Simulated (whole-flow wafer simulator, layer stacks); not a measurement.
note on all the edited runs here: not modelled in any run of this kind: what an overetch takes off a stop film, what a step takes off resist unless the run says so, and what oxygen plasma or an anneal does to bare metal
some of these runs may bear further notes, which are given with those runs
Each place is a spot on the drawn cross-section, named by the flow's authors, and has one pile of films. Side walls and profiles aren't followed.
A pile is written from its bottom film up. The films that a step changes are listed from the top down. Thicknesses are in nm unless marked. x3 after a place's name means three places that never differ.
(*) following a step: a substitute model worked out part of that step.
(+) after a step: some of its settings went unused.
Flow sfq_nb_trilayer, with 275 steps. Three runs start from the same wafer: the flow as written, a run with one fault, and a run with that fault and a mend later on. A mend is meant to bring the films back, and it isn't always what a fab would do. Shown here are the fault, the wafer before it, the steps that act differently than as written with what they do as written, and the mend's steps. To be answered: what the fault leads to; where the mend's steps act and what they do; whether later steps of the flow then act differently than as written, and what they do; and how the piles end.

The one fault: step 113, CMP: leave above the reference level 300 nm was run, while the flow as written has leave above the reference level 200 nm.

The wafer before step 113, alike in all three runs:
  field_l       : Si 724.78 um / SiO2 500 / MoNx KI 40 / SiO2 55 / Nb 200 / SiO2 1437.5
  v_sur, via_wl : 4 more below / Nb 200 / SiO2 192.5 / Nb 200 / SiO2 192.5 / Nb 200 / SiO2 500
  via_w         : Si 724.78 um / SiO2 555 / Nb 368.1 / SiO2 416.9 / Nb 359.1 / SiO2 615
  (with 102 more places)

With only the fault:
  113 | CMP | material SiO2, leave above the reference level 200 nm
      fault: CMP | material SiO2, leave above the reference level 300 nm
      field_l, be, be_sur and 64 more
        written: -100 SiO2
        fault: nothing
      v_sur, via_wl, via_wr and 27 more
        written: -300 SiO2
        fault: -200 SiO2
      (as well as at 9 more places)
  Later steps of the flow acting differently than as written (4 more steps, not shown, differ only slightly: by at most 2% or 0.5 nm, whichever is larger):
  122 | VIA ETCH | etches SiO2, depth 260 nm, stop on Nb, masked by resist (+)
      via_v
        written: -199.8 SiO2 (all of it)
        fault: -260 SiO2
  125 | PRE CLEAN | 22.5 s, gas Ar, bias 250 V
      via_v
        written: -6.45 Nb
        fault: -7.5 SiO2
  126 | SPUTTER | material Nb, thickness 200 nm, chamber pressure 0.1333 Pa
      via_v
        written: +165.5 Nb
        fault: +152.6 Nb (new film)
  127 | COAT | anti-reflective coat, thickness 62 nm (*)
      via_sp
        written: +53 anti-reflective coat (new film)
        fault: +50.1 anti-reflective coat (new film)
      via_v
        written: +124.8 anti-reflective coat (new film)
        fault: +128.6 anti-reflective coat (new film)
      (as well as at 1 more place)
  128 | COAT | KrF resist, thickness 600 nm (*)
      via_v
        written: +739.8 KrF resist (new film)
        fault: +797.5 KrF resist (new film)
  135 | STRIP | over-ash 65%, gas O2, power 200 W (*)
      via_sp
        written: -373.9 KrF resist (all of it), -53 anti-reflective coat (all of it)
        fault: -369.8 KrF resist (all of it), -50.1 anti-reflective coat (all of it)
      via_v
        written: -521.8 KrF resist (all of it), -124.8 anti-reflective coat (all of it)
        fault: -579.3 KrF resist (all of it), -128.6 anti-reflective coat (all of it)
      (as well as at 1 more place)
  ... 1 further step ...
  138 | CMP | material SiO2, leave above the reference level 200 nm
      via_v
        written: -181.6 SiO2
        fault: -157.1 SiO2
  At field_l, v_sur, via_wl and 103 more, the piles at the end differ from the flow's by more than 2% or 0.5 nm, whichever is larger.
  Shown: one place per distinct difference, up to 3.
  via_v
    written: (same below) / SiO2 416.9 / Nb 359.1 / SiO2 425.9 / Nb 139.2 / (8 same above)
    fault: (same below) / SiO2 416.9 / Nb 200 / SiO2 32.3 / Nb 152.6 / SiO2 500.1 / Nb 139.2 / (8 same above)
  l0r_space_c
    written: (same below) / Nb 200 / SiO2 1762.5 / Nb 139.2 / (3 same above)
    fault: (same below) / Nb 200 / SiO2 1862.5 / Nb 139.2 / (3 same above)
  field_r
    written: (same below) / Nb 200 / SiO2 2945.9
    fault: (same below) / Nb 200 / SiO2 3045.9

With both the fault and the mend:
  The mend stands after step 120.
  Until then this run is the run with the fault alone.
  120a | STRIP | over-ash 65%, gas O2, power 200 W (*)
      field_l, v_sur, via_wl and 102 more
        -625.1 KrF resist (all of it), -62 anti-reflective coat (all of it)
      via_v
        -62 anti-reflective coat (all of it)
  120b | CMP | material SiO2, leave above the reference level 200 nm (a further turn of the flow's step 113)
      field_l, v_sur, via_wl and 103 more
        -100 SiO2
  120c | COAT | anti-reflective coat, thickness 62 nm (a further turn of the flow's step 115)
      field_l, v_sur, via_wl and 103 more
        +62 anti-reflective coat (new film)
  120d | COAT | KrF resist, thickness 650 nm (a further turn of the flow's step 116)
      field_l, v_sur, via_wl and 103 more
        +650 KrF resist (new film)
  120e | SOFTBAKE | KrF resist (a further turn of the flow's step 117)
      alters no film at any place that is followed
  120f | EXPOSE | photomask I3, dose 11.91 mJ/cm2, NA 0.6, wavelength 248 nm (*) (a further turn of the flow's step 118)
      alters no film at any place that is followed
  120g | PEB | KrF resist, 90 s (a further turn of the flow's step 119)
      field_l, v_sur, via_wl and 103 more
        -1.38 KrF resist
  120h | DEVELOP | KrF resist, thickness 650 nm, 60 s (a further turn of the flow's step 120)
      field_l, v_sur, via_wl and 102 more
        -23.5 KrF resist
      via_v
        -648.6 KrF resist (all of it)
  None of the later steps of the flow acts differently than as written at any place that is followed.
  At every place that both follow, the piles at the end match the flow's.
